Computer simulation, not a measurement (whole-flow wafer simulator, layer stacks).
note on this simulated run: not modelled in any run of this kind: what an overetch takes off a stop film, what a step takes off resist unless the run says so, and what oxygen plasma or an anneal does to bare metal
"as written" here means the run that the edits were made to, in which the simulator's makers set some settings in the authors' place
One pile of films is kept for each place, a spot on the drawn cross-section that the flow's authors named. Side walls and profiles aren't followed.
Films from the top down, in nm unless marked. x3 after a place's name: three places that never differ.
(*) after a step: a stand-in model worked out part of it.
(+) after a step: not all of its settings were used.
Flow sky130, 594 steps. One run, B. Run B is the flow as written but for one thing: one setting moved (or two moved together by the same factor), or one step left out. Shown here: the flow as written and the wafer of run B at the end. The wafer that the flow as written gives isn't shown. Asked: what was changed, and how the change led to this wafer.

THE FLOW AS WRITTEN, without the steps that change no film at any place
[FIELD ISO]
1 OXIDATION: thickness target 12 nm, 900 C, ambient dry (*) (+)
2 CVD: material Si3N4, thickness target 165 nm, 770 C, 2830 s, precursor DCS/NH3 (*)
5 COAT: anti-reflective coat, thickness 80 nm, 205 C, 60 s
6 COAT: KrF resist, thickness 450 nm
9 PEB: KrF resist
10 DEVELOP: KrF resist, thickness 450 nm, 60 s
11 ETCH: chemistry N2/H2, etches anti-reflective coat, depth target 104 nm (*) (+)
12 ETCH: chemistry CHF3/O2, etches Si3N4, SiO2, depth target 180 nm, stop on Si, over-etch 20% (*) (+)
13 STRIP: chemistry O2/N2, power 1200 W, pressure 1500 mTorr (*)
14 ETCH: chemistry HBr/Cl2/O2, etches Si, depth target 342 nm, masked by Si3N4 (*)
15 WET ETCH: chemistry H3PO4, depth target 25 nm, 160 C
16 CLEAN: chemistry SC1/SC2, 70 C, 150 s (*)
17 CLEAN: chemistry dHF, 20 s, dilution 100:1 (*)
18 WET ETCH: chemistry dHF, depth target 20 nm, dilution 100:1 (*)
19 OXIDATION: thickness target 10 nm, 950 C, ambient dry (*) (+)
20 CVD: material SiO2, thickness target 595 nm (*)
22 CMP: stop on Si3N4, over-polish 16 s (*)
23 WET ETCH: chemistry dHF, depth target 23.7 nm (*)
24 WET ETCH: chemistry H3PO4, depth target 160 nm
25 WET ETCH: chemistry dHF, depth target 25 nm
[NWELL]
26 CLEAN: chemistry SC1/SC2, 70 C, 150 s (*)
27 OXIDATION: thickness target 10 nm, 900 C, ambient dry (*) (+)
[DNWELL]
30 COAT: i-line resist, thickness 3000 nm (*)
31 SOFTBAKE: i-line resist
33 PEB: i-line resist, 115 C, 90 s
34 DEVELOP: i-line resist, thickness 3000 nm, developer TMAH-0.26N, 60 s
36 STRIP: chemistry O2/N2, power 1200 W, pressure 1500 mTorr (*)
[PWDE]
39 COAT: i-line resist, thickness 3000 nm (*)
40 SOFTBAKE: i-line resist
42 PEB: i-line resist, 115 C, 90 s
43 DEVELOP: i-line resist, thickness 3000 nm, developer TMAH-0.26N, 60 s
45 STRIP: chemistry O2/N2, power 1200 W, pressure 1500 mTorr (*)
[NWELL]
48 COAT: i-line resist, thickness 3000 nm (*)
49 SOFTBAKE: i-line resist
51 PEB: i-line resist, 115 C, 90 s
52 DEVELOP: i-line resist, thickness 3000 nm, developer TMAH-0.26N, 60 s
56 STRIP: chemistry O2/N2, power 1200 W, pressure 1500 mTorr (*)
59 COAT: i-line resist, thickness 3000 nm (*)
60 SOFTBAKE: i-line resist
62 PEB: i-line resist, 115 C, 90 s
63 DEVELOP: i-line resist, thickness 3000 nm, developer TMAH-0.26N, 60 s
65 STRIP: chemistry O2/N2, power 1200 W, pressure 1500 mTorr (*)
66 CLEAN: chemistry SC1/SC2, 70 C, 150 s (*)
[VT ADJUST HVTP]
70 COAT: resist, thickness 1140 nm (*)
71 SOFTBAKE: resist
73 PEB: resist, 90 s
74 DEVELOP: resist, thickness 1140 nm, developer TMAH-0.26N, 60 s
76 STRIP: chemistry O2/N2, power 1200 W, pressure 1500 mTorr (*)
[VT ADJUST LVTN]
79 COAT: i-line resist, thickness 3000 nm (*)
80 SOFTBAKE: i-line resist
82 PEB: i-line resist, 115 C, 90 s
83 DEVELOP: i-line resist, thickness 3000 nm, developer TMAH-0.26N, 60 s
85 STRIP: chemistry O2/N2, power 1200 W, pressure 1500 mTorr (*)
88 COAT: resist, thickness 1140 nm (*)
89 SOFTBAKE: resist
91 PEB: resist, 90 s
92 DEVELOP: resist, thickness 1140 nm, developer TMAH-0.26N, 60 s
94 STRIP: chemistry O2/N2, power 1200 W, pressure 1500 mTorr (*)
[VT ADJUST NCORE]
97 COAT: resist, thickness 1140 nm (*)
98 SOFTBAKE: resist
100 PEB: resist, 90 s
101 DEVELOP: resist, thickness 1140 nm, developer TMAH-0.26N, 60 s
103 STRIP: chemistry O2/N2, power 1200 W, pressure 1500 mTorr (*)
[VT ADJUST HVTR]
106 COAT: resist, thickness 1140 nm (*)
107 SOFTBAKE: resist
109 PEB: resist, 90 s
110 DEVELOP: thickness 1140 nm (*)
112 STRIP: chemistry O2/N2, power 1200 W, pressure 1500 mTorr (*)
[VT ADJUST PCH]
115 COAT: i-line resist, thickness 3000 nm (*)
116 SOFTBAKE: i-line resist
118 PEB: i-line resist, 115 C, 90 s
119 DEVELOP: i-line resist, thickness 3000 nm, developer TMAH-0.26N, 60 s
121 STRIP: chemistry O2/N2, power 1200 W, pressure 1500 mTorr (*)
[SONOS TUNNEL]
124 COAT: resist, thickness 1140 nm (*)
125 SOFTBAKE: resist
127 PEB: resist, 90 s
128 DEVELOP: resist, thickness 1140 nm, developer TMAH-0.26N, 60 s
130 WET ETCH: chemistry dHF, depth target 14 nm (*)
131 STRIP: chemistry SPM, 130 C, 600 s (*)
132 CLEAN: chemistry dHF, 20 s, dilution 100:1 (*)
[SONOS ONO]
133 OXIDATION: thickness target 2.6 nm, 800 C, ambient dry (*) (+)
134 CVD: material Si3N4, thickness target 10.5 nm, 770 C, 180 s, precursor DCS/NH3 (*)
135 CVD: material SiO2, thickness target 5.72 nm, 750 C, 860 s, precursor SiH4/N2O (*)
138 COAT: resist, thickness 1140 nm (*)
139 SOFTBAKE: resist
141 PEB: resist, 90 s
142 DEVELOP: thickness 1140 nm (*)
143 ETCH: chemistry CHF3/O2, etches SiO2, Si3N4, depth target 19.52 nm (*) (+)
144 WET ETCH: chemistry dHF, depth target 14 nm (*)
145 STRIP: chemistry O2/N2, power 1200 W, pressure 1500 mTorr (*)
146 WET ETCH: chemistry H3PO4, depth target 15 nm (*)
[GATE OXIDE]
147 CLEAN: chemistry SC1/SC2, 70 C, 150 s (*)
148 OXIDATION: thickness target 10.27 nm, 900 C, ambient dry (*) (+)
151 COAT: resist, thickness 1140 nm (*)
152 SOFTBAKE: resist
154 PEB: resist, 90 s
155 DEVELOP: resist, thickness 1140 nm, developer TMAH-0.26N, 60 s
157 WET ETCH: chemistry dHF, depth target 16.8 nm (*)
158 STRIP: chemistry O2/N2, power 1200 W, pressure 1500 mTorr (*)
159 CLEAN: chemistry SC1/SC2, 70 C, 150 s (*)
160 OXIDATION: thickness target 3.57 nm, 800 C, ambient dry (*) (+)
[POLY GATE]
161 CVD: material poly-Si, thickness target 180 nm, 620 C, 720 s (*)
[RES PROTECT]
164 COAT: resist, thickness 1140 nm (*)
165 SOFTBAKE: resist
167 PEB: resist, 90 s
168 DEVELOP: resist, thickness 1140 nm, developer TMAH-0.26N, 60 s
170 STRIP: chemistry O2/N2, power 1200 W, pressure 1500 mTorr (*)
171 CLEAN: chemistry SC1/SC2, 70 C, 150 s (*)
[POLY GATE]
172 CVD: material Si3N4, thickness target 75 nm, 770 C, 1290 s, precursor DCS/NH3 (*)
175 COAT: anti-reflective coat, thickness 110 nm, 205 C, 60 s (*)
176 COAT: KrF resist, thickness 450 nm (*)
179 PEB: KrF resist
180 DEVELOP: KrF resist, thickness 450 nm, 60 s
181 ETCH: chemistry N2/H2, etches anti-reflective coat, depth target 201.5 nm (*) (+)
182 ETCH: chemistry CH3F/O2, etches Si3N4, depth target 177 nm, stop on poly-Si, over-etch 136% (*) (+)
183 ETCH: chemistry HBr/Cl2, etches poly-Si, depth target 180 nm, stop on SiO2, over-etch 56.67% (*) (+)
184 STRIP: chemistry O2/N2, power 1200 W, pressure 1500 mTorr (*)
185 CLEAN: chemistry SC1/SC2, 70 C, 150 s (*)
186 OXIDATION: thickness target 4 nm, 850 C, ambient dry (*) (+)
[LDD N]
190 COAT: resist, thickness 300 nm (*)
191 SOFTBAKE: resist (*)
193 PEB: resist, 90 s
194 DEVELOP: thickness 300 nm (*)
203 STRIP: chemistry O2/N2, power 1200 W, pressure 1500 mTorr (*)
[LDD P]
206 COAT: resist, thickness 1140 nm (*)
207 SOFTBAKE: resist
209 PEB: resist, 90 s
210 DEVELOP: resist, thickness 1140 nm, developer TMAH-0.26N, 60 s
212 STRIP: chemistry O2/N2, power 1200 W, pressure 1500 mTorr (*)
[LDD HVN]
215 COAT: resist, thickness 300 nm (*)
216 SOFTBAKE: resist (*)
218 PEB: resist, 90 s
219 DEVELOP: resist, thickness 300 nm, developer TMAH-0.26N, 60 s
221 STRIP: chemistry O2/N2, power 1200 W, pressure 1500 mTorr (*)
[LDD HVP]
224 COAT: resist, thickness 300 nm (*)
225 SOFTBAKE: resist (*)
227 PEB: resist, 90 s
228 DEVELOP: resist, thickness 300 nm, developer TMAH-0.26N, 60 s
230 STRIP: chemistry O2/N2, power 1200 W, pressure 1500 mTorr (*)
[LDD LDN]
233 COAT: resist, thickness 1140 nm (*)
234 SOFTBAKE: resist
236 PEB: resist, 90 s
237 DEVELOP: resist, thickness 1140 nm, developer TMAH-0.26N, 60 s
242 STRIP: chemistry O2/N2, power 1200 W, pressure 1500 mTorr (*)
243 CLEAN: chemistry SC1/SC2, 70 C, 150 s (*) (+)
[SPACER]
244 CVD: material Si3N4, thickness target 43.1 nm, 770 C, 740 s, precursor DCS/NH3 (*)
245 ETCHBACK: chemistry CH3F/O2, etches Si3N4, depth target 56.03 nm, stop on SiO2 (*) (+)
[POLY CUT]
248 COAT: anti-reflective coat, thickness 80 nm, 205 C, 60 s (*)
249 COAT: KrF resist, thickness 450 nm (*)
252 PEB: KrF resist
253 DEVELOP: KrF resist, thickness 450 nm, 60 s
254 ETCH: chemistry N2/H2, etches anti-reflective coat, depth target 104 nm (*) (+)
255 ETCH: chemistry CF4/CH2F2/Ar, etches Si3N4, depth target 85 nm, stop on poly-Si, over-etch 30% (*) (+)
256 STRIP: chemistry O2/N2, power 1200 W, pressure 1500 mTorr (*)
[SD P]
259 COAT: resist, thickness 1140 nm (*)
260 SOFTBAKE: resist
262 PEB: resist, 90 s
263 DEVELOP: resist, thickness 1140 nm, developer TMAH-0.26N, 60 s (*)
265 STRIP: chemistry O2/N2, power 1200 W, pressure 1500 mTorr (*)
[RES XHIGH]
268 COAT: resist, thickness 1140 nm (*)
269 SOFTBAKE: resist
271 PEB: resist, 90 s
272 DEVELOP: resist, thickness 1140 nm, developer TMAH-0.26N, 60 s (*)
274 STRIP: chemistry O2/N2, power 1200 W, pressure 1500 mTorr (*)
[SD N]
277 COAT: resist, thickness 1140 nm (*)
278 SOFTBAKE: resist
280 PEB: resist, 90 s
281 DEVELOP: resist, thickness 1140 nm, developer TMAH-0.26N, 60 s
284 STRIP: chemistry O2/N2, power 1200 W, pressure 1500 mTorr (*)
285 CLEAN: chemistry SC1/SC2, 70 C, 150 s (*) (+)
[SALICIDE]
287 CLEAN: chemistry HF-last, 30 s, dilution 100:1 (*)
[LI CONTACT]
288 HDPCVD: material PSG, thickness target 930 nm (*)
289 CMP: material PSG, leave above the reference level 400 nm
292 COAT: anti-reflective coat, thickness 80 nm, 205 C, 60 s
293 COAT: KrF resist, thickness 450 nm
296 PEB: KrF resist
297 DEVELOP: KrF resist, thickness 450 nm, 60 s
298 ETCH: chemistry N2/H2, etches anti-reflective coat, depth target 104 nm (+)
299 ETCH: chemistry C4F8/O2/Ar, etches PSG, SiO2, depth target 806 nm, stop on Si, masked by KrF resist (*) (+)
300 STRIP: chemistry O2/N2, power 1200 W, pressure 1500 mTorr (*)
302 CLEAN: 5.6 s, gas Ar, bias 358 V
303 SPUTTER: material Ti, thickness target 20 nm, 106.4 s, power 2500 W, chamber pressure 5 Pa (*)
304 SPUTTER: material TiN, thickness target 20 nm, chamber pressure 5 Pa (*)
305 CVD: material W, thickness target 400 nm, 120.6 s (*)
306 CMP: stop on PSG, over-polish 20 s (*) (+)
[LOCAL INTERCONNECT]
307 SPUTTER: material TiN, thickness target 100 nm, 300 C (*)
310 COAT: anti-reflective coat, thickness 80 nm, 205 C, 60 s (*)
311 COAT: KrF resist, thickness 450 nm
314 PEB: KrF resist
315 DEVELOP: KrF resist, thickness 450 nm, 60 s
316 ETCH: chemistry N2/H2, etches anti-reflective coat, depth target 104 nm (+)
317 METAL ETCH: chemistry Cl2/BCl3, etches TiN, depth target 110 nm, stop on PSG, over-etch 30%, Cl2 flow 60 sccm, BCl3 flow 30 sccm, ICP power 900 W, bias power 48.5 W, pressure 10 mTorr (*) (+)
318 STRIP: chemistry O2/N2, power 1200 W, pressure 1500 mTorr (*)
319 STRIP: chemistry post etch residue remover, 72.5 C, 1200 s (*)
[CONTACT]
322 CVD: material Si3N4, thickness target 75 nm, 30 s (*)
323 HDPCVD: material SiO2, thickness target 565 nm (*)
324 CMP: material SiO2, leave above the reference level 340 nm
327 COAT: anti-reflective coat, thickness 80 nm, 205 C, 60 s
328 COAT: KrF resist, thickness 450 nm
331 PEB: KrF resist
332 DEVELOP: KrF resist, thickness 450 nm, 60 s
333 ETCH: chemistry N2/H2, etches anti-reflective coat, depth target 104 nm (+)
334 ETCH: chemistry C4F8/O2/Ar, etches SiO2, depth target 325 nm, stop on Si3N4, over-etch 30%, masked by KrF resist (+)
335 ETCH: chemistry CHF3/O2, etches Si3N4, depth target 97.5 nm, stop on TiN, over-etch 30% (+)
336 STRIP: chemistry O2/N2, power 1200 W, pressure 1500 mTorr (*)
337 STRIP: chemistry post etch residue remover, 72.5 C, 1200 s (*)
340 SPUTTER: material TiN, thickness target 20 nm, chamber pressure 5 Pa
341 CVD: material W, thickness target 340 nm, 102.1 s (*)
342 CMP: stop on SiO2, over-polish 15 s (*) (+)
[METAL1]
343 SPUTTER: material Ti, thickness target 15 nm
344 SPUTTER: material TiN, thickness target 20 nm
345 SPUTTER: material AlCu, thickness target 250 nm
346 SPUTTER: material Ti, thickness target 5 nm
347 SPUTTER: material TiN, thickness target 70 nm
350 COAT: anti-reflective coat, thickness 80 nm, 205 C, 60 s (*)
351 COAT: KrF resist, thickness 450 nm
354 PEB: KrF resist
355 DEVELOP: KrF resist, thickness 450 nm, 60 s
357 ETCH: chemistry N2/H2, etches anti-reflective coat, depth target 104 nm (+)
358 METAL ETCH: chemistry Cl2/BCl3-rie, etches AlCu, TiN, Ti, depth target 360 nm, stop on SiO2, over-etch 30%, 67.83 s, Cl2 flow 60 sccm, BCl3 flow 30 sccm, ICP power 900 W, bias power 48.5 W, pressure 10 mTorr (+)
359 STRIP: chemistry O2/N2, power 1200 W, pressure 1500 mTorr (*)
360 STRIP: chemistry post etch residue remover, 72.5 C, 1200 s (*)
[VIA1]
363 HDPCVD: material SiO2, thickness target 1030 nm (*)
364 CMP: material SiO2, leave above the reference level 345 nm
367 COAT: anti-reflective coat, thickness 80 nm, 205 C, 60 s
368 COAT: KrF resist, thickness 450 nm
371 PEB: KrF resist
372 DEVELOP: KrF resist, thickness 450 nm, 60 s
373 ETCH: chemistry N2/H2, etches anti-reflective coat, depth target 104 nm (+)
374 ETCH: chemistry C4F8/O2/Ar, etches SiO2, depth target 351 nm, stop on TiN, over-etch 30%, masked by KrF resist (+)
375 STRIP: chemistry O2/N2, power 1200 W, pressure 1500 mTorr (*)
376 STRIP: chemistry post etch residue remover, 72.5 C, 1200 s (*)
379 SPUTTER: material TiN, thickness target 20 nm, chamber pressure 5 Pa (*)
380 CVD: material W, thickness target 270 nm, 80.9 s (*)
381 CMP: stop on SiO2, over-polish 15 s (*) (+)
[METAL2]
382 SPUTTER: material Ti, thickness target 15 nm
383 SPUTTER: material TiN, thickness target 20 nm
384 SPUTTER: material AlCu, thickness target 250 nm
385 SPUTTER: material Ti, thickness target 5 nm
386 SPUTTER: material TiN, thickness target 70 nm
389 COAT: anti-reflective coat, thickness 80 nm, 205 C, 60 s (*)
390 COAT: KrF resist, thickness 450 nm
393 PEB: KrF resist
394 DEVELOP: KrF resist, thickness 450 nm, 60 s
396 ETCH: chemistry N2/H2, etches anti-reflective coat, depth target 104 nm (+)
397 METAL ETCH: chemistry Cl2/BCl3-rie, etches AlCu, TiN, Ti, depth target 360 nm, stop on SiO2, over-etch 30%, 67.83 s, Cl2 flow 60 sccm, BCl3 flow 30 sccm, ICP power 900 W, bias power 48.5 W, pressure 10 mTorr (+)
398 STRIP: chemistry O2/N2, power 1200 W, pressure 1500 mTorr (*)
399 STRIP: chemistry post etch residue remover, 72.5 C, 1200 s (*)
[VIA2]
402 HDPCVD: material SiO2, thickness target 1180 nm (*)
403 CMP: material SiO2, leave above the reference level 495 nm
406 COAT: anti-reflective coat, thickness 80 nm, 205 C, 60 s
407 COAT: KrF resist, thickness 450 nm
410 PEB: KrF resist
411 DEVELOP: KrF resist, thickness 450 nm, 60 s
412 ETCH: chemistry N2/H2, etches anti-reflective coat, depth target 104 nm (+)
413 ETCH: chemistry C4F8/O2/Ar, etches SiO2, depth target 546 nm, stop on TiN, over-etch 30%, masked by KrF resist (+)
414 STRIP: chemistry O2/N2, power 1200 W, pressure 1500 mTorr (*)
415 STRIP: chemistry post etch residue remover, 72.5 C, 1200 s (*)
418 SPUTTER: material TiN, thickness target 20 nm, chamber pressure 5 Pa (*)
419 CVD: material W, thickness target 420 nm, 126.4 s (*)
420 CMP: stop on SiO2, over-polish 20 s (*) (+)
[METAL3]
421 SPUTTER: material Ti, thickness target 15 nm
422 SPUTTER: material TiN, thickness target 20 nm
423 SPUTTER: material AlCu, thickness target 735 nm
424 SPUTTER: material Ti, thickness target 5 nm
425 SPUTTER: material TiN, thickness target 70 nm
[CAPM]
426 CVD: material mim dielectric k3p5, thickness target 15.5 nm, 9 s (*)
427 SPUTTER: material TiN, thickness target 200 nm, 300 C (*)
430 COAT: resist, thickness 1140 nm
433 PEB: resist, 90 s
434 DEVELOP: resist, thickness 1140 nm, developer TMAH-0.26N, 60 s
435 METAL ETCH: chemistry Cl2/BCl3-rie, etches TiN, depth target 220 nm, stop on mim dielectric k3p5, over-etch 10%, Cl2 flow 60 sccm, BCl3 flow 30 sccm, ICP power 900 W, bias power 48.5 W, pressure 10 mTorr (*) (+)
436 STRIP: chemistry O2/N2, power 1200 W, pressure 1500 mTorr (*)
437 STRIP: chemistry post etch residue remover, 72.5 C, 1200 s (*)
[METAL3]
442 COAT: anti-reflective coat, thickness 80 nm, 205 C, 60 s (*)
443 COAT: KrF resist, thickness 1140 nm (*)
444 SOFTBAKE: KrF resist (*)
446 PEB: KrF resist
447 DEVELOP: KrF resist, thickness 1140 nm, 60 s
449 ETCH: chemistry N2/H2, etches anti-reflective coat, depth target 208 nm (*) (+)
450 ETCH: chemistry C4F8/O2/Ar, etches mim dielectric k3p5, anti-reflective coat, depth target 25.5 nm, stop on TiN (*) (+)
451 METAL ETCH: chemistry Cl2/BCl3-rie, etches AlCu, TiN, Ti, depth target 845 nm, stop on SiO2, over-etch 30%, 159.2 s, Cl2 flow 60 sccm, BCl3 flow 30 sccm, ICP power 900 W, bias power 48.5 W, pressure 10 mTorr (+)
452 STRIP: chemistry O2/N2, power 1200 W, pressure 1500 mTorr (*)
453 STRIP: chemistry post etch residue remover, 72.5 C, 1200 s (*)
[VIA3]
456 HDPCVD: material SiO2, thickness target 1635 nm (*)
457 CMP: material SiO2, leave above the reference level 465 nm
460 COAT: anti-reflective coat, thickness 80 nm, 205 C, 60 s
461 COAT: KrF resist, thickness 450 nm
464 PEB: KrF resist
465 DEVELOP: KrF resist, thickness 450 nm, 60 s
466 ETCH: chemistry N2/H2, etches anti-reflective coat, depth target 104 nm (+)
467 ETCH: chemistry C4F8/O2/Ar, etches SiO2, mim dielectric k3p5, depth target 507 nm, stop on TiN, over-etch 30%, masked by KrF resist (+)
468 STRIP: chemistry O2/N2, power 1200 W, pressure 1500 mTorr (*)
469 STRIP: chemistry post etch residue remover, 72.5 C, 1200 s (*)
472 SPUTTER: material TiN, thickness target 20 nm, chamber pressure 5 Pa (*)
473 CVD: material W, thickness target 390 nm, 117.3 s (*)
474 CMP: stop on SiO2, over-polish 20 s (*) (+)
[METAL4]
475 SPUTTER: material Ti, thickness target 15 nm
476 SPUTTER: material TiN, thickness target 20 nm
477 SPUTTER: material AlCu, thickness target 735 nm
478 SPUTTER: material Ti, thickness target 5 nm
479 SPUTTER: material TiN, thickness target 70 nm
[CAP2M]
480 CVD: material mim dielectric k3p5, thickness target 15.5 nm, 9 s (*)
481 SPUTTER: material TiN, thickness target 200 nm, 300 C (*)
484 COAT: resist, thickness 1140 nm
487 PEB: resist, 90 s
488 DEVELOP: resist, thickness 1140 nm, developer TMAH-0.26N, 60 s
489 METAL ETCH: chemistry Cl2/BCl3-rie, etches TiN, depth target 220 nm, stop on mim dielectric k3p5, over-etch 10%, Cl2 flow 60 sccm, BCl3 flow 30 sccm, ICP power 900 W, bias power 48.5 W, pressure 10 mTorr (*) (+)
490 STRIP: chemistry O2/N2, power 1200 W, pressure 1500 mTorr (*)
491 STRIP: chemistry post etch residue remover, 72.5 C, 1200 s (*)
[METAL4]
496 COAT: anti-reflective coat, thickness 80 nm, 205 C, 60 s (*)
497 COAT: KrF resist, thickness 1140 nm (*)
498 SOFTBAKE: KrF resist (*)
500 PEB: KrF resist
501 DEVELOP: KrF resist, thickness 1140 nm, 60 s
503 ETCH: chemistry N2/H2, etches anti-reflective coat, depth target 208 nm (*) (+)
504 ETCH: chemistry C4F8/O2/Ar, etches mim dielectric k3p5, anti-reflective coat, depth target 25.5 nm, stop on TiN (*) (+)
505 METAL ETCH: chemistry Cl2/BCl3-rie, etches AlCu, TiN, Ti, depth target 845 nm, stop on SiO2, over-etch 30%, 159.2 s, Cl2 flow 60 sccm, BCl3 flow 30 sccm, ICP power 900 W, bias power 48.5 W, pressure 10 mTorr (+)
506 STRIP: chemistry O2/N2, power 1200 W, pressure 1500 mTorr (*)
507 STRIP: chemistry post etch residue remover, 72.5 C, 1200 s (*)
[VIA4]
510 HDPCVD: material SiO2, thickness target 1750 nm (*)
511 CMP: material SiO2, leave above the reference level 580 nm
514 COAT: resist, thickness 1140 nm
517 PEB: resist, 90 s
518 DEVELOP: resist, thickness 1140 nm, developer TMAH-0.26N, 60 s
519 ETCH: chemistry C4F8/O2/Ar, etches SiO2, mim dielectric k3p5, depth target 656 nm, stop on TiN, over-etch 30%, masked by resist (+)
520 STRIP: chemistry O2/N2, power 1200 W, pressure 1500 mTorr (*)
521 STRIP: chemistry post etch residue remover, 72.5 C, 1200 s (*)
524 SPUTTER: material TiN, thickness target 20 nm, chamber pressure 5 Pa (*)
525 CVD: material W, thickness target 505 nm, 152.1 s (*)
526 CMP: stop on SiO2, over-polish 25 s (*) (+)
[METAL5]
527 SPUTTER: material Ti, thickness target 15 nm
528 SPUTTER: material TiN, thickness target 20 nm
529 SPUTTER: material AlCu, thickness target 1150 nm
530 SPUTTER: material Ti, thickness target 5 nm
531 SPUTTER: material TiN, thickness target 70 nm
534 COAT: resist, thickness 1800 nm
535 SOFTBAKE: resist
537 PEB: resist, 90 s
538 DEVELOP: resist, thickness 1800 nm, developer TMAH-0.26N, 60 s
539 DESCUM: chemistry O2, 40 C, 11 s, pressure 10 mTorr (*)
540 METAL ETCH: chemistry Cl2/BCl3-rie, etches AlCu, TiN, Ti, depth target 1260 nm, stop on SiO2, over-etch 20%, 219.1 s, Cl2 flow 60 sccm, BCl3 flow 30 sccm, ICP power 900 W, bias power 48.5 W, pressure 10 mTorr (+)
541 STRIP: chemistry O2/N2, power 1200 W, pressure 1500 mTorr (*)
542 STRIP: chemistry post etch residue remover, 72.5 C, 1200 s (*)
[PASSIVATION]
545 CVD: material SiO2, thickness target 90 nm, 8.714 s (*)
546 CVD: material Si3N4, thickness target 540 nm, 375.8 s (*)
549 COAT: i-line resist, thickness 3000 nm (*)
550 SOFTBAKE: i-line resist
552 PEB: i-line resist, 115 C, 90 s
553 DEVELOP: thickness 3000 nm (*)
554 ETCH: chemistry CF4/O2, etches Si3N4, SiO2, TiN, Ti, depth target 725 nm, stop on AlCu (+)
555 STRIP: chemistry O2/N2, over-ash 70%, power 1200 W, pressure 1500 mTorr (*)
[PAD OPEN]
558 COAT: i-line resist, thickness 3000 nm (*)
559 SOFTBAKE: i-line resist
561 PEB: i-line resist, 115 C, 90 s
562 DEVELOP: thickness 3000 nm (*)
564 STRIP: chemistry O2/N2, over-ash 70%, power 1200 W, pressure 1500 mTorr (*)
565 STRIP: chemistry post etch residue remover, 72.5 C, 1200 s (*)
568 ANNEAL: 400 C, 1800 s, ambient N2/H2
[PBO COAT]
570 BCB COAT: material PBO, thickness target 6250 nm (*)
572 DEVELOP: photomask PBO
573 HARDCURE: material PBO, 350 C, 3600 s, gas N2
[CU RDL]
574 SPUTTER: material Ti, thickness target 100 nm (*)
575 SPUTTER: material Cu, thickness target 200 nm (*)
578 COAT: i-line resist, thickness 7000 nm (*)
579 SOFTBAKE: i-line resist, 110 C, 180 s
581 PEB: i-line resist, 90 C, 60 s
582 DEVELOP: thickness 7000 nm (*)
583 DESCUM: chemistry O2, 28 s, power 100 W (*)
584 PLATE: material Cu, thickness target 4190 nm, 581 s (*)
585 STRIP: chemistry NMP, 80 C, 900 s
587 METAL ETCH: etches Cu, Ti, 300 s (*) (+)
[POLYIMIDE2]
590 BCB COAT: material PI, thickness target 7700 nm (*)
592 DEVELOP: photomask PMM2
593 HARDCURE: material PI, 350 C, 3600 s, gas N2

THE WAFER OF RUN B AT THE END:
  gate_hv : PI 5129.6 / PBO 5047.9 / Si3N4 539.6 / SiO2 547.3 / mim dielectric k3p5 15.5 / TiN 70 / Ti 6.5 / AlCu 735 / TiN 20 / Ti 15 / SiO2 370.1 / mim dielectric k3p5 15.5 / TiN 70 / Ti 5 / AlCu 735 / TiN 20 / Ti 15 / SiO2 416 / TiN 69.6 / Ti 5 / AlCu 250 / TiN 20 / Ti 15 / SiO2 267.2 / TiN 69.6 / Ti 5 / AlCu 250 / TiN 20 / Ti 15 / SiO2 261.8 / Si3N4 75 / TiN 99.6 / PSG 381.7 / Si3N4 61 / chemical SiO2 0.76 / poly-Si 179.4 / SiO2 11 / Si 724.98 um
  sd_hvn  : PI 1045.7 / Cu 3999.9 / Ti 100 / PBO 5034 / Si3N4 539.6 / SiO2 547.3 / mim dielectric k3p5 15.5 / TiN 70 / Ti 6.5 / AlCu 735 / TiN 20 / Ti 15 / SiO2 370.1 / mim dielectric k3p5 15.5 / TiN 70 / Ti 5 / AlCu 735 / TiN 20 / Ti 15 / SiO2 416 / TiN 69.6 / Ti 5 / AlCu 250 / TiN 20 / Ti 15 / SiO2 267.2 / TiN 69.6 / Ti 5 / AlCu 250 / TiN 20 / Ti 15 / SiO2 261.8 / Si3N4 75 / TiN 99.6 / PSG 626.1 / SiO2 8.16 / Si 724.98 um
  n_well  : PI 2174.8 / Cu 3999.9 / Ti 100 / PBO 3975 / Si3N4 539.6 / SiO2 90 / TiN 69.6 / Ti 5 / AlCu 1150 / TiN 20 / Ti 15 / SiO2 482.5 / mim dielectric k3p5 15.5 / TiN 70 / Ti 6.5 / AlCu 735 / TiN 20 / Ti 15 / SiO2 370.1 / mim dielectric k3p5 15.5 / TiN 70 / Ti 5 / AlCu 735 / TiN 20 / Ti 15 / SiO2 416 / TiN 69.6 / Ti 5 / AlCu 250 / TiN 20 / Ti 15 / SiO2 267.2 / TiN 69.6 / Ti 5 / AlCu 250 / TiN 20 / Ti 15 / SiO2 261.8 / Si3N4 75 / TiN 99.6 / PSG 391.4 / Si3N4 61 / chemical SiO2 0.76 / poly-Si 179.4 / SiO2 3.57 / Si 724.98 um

The cause: step 478, SPUTTER: thickness target 6.5 nm was run, where the flow has thickness target 5 nm.
It can be read off the wafer: gate_hv has Ti 6.5, and step 478 as written asks for 5 nm.

How the change led to this, step by step:
  478 SPUTTER: material Ti, thickness target 5 nm
      field, active, n_well and 189 more: Ti +6.5 (new film) (as written it would be: Ti +5 (new film))
  505 METAL ETCH: chemistry Cl2/BCl3-rie, etches AlCu, TiN, Ti, depth target 845 nm, stop on SiO2, over-etch 30%, 159.2 s, Cl2 flow 60 sccm, BCl3 flow 30 sccm, ICP power 900 W, bias power 48.5 W, pressure 10 mTorr (+)
      field, active, gate and 70 more: TiN -70 (all of it), Ti -6.5 (all of it), AlCu -735 (all of it), TiN -20 (all of it), Ti -15 (all of it), SiO2 -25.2 (as written it would be: TiN -70 (all of it), Ti -5 (all of it), AlCu -735 (all of it), TiN -20 (all of it), Ti -15 (all of it), SiO2 -25.4)
      vpp_iso1, mim_edge_plate, m1_ln and 12 more: TiN -70 (all of it), Ti -6.5 (all of it), AlCu -735 (all of it), TiN -20 (all of it), Ti -15 (all of it), SiO2 -25.2 (as written it would be: TiN -70 (all of it), Ti -5 (all of it), AlCu -735 (all of it), TiN -20 (all of it), Ti -15 (all of it), SiO2 -25.3)
